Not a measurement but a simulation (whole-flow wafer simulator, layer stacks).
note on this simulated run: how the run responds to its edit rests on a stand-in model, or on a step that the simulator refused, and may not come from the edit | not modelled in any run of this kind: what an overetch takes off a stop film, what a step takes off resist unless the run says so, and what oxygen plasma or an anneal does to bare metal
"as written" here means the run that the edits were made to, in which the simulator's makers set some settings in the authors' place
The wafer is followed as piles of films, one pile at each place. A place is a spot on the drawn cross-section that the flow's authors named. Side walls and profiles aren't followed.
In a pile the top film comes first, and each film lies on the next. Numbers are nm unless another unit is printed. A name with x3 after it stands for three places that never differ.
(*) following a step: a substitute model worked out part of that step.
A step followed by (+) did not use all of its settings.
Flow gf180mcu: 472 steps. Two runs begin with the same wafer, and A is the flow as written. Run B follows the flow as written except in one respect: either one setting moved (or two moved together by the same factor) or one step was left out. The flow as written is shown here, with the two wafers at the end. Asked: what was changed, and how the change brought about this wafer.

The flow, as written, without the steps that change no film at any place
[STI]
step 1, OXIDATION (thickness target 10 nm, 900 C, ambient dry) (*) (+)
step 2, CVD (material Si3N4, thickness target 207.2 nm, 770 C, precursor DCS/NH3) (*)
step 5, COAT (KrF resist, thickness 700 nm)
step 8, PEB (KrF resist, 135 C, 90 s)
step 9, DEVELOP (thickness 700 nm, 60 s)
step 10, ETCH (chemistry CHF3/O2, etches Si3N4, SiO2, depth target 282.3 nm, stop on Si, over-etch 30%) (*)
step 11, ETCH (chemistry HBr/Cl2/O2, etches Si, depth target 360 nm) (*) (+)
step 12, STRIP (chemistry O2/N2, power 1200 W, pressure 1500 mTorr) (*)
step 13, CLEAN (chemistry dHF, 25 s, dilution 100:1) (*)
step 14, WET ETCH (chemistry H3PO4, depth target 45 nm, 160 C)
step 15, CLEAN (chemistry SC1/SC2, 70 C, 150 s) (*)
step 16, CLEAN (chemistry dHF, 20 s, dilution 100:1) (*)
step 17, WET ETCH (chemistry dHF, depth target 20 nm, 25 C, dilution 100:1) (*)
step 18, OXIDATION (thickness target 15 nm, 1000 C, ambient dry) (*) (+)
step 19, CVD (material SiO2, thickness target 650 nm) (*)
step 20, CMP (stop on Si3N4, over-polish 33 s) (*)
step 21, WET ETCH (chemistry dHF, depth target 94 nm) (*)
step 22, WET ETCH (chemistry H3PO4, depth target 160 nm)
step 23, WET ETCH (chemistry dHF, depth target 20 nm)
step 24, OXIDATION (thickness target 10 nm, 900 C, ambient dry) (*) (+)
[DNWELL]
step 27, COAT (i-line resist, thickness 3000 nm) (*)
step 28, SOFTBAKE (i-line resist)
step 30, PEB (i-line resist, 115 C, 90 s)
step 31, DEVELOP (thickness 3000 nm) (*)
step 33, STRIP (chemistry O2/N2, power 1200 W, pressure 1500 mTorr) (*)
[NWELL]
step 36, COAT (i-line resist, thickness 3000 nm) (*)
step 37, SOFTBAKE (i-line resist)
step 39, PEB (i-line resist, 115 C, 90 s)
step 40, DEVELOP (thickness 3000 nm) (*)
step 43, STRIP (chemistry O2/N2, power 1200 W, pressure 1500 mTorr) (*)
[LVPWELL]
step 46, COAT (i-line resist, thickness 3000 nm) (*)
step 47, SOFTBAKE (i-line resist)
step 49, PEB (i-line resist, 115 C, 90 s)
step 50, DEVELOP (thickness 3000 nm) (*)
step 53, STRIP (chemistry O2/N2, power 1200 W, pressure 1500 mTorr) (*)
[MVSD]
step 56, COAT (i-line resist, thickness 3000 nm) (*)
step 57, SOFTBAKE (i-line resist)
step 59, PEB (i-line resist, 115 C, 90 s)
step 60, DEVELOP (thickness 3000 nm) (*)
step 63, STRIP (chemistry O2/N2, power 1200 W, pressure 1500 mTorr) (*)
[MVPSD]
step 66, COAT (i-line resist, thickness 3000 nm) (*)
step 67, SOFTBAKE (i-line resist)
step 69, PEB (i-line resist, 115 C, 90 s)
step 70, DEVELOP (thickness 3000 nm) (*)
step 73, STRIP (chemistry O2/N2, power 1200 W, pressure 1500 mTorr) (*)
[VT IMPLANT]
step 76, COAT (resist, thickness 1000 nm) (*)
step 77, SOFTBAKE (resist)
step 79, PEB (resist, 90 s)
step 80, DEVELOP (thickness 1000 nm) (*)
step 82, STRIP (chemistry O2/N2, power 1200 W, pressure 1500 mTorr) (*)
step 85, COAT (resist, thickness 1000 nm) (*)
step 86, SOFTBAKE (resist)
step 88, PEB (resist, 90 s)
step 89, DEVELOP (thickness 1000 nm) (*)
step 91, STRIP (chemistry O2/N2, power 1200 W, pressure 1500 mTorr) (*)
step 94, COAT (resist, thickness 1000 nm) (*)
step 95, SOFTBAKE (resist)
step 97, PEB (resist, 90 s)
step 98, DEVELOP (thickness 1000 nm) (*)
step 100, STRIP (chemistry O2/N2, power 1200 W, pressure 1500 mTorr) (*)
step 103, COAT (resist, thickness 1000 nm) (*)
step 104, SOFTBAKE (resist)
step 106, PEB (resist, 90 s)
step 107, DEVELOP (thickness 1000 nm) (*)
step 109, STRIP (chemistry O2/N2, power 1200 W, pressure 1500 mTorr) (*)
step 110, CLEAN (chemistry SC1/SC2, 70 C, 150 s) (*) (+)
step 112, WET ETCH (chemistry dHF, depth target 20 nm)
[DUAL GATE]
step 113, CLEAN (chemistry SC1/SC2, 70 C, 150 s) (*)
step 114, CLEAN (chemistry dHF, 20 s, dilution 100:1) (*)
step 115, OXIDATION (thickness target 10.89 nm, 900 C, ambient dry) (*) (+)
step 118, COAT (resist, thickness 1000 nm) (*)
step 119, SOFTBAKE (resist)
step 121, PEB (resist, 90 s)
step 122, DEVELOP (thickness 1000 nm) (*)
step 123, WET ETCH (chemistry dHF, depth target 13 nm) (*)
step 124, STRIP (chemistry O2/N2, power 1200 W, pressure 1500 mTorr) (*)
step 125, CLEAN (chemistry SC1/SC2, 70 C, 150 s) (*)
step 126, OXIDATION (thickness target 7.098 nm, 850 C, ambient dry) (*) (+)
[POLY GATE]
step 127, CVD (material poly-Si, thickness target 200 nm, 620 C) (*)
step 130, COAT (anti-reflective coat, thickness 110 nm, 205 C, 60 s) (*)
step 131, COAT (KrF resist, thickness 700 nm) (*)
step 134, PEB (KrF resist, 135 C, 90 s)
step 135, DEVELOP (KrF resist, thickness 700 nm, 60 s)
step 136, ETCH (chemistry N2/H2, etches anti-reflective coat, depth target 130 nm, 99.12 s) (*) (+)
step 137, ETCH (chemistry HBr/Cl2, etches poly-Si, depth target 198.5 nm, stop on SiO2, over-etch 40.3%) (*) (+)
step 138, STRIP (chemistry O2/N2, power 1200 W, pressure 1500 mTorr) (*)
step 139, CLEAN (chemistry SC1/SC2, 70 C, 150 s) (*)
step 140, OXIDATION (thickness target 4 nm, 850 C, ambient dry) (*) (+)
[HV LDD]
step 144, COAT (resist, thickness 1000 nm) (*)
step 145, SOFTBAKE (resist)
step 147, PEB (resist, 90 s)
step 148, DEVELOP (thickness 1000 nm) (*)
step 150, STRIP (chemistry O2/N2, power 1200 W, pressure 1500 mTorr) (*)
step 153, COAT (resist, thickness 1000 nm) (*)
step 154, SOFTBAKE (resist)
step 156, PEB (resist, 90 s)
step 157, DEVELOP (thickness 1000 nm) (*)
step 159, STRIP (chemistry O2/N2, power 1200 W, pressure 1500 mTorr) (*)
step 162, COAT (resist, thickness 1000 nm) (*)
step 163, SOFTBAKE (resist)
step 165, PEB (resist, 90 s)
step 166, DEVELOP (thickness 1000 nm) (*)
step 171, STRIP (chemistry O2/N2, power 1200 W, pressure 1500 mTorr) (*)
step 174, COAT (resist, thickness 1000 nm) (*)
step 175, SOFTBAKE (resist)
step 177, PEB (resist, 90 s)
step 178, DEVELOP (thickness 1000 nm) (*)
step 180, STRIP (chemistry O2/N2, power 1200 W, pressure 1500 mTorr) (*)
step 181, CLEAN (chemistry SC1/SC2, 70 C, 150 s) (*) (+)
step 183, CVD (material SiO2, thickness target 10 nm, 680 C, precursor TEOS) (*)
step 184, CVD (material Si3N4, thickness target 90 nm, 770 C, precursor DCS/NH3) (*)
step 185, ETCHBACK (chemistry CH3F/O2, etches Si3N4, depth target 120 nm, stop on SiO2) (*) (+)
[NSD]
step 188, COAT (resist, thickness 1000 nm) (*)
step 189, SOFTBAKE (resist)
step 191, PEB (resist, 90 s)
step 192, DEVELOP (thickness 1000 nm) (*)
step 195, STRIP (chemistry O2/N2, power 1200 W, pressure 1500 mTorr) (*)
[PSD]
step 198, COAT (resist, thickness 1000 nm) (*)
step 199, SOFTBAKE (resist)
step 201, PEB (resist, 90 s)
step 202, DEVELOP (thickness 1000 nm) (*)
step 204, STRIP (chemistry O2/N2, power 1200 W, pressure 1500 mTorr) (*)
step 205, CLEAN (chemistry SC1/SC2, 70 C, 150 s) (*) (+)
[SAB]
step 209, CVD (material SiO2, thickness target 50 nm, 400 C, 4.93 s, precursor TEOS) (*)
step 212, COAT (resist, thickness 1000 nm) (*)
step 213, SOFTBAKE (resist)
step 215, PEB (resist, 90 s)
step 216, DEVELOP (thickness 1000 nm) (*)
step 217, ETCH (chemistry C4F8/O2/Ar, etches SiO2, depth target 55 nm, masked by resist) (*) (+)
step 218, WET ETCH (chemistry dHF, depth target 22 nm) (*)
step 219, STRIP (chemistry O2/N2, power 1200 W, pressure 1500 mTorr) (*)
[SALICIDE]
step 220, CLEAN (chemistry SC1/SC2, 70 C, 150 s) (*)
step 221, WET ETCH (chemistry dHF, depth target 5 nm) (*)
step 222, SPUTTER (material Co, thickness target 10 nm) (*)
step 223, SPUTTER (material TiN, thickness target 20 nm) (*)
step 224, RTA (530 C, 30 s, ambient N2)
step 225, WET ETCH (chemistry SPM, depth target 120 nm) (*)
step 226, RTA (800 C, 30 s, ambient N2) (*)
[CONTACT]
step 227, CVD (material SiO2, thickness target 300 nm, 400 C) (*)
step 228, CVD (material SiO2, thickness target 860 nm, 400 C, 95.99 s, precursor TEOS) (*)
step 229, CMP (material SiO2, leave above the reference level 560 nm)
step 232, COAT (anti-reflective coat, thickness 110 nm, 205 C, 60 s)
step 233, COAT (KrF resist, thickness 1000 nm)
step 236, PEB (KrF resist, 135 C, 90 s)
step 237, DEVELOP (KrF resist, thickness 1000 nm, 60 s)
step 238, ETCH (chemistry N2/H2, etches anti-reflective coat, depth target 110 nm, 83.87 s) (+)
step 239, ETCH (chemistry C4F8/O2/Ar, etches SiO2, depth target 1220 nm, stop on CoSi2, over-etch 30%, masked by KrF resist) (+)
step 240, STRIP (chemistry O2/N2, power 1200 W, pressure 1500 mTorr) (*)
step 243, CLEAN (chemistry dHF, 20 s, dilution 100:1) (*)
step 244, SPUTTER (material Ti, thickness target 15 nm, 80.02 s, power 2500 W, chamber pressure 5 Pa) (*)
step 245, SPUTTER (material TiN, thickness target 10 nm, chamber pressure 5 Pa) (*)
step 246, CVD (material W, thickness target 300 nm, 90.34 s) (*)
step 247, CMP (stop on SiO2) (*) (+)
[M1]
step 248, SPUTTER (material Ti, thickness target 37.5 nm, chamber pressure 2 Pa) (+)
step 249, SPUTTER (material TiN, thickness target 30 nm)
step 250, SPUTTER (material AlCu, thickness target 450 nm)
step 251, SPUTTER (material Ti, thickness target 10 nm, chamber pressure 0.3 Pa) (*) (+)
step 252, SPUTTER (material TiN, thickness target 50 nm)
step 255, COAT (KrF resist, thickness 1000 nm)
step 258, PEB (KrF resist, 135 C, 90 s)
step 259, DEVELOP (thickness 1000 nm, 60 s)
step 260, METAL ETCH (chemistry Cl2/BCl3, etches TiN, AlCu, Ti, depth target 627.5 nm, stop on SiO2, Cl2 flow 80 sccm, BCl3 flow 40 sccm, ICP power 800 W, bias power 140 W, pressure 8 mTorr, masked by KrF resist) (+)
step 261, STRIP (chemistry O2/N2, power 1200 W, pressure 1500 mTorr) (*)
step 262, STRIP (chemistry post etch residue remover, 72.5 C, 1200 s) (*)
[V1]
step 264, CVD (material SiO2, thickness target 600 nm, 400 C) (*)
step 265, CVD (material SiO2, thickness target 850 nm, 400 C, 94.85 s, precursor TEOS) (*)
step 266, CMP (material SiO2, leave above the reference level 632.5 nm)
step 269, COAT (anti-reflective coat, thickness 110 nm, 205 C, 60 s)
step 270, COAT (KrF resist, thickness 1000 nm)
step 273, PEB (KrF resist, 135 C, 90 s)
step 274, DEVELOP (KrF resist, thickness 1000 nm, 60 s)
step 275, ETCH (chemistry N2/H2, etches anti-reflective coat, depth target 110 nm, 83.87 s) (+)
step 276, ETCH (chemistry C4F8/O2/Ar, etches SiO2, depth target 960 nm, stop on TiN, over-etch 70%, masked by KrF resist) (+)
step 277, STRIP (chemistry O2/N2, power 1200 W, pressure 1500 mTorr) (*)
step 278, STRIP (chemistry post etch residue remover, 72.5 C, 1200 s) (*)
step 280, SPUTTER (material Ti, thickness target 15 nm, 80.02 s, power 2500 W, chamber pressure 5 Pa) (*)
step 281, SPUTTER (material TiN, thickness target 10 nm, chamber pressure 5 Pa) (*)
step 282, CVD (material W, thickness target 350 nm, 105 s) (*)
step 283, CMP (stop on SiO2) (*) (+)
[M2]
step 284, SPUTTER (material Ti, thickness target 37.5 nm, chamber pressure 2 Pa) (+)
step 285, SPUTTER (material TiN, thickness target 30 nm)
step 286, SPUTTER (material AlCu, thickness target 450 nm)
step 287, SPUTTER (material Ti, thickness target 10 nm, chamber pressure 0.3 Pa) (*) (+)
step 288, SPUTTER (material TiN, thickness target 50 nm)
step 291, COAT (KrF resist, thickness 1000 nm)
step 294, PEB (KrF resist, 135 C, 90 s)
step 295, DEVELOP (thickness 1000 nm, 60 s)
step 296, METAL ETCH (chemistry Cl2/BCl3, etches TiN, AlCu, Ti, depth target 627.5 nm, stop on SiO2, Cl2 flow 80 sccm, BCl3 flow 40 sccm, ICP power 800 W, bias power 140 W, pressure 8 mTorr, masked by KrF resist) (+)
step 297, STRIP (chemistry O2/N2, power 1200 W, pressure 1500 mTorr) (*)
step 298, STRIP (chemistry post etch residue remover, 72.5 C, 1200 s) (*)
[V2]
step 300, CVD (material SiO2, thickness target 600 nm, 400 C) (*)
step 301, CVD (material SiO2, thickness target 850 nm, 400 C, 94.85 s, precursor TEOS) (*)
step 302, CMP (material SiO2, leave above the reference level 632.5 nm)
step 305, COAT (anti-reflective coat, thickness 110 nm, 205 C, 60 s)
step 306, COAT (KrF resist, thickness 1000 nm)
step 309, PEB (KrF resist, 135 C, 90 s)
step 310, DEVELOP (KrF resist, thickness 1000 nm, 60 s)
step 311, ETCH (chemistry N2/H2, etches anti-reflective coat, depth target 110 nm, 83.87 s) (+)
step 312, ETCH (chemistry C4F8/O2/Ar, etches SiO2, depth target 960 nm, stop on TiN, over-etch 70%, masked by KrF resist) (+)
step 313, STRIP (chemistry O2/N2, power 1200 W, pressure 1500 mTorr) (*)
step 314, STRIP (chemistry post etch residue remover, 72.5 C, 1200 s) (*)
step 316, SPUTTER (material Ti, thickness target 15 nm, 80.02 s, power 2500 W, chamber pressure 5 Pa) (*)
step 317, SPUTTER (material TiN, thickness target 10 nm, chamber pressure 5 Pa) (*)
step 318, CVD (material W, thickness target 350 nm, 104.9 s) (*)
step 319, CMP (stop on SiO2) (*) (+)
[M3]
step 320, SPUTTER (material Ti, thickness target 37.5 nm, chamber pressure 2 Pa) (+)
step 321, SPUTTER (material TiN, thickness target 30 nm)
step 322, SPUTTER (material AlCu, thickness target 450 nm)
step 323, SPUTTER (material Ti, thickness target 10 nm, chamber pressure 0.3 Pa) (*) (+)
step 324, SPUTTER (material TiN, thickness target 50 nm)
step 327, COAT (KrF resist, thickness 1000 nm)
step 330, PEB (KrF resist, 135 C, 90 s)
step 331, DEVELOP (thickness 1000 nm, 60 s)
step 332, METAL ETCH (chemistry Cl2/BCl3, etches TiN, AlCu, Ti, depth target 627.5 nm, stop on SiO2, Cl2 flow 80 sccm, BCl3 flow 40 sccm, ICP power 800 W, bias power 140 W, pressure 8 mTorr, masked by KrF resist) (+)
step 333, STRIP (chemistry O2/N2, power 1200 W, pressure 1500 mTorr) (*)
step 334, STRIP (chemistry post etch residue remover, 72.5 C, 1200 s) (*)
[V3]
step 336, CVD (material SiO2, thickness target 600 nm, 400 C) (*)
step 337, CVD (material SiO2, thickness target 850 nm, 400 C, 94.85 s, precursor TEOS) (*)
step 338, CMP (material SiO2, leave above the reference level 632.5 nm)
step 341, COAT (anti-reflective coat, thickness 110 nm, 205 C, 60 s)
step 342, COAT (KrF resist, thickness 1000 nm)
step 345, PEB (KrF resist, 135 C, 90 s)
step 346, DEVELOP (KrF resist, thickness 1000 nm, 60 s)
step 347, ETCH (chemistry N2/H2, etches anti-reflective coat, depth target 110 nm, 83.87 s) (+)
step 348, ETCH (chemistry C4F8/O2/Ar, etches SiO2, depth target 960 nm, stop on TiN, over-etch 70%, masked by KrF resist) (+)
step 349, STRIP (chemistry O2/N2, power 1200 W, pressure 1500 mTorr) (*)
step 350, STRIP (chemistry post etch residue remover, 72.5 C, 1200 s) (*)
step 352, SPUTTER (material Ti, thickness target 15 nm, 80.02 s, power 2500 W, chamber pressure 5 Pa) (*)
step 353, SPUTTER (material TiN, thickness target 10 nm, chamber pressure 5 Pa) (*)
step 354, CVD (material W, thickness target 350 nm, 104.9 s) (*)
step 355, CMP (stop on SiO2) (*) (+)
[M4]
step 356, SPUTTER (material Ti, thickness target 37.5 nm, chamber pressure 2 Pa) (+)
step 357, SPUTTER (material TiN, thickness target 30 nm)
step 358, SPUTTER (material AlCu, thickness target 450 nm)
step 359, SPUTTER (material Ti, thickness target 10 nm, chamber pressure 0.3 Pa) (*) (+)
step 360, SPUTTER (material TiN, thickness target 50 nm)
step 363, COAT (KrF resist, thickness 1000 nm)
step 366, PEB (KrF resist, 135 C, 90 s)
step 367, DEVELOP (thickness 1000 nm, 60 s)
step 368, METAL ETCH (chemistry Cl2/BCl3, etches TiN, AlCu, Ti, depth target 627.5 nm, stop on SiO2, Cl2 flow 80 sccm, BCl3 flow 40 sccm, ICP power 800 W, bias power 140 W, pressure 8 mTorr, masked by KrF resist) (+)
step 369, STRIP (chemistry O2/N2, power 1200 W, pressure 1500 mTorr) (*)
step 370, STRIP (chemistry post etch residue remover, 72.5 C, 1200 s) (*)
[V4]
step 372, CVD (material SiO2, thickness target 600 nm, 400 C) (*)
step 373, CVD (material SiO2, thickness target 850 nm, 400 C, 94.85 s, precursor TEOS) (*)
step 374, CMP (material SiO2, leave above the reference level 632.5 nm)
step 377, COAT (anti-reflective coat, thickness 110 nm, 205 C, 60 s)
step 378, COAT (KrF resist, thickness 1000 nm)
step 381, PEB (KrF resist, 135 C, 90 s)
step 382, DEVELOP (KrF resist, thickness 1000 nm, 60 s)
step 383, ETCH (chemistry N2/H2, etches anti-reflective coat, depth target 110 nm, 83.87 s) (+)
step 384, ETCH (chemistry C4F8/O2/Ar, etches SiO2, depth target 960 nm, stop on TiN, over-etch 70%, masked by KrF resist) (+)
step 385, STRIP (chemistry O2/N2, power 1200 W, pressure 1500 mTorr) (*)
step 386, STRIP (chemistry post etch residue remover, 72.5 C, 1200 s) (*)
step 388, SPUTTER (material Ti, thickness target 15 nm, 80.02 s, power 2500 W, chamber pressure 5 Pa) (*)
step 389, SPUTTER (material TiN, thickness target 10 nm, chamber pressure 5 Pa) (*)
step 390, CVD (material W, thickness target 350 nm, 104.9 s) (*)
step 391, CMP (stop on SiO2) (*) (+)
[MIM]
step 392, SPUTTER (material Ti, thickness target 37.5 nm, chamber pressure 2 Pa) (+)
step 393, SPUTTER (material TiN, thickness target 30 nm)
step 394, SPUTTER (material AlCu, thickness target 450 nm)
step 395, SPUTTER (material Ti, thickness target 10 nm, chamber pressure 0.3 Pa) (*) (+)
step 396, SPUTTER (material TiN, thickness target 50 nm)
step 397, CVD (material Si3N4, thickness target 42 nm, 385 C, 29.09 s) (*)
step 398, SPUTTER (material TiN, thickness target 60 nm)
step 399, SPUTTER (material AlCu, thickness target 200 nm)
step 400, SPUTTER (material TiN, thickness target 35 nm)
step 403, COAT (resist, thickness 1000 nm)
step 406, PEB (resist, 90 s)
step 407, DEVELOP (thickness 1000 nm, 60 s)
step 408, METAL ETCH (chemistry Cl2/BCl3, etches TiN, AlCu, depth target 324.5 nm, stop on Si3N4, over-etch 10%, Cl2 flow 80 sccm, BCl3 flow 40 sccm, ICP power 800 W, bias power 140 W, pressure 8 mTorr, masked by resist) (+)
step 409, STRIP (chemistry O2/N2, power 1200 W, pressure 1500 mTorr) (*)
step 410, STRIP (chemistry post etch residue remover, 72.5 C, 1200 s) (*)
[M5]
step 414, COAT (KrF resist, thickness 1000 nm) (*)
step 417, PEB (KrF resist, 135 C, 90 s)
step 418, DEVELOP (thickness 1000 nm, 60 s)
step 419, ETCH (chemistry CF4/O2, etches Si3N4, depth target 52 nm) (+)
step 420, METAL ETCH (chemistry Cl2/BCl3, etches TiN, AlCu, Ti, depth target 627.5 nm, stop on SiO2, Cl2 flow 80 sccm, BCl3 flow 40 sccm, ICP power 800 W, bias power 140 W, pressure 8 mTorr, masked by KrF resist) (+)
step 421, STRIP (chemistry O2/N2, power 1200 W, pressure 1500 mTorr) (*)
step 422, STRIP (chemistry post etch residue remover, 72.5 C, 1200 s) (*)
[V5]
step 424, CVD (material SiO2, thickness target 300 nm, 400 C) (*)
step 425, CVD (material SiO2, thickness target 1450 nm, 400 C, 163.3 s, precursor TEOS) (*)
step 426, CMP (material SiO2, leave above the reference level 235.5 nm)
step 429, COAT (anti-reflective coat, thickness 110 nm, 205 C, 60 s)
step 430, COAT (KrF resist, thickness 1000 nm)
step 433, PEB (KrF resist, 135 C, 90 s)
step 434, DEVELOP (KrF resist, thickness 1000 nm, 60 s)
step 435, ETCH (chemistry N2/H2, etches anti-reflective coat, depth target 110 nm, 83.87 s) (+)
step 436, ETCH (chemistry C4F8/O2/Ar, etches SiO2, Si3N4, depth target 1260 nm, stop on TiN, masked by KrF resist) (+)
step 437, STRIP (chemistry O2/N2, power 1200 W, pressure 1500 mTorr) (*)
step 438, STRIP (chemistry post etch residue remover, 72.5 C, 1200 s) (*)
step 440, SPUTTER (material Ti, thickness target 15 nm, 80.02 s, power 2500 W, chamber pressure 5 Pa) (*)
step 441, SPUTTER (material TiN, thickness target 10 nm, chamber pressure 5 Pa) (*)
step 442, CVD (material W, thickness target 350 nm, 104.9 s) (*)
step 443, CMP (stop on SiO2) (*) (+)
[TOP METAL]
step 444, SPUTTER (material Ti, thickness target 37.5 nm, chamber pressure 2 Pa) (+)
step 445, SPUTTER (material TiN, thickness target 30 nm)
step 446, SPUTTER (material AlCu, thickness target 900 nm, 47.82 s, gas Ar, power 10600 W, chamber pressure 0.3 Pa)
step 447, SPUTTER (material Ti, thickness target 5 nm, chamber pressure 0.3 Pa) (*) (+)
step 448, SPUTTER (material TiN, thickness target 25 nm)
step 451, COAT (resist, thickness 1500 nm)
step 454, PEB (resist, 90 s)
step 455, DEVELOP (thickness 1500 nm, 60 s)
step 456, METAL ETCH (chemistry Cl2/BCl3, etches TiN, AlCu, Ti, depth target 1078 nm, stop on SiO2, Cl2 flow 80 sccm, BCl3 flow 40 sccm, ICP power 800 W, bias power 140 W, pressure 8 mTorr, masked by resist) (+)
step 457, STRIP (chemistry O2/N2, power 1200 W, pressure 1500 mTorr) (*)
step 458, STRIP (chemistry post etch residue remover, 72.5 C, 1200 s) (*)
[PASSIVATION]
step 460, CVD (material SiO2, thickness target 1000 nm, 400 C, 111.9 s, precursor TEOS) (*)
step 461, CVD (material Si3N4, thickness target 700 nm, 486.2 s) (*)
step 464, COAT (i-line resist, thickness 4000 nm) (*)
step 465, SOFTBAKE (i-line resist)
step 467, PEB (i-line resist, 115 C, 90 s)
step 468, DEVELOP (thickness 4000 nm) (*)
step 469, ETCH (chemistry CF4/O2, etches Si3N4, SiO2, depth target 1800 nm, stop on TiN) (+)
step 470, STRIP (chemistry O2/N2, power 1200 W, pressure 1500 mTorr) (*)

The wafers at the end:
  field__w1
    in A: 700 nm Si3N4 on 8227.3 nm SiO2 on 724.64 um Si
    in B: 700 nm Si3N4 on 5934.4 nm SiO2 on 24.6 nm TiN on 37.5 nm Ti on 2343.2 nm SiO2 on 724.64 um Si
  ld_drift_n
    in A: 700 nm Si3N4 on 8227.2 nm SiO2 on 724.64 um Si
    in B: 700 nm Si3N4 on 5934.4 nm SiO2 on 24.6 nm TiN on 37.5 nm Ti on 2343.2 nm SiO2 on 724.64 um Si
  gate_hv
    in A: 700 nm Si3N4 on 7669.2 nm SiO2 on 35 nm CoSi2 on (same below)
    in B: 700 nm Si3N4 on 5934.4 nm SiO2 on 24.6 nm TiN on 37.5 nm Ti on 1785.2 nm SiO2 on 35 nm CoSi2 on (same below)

The reason: step 286, SPUTTER: thickness target 562.5 nm was run, whereas the flow has thickness target 450 nm.

How this came from the change, step by step:
  step 286, SPUTTER (material AlCu, thickness target 450 nm)
      field, field__w1, field__w2 and 108 more: A AlCu gains 450 (new film) | B AlCu gains 562.5 (new film)
  step 296, METAL ETCH (chemistry Cl2/BCl3, etches TiN, AlCu, Ti, depth target 627.5 nm, stop on SiO2, Cl2 flow 80 sccm, BCl3 flow 40 sccm, ICP power 800 W, bias power 140 W, pressure 8 mTorr, masked by KrF resist) (+)
      field, field__w1, field__w2 and 103 more: A TiN loses 50 (all of it), Ti loses 10 (all of it), AlCu loses 450 (all of it), TiN loses 30 (all of it), Ti loses 37.5 (all of it) | B TiN loses 50 (all of it), Ti loses 10 (all of it), AlCu loses 562.5 (all of it), TiN loses 5
  step 300, CVD (material SiO2, thickness target 600 nm, 400 C) (*)
      field, field__w1, field__w2 and 103 more: A SiO2 gains 600 | B SiO2 gains 600 (new film)
  step 302, CMP (material SiO2, leave above the reference level 632.5 nm)
      field, field__w1, field__w2 and 103 more: A SiO2 loses 300 | B SiO2 loses 249.6
With metal films that touch counted as one body, field__w1 has 1 body; the flow as written gives 0 bodies.
With metal films that touch counted as one body, ld_drift_n has 1 body; the flow as written gives 0 bodies.
With metal films that touch counted as one body, gate_hv has 2 bodies (between them, from the top down: SiO2 1785.2); the flow as written gives 1 body.
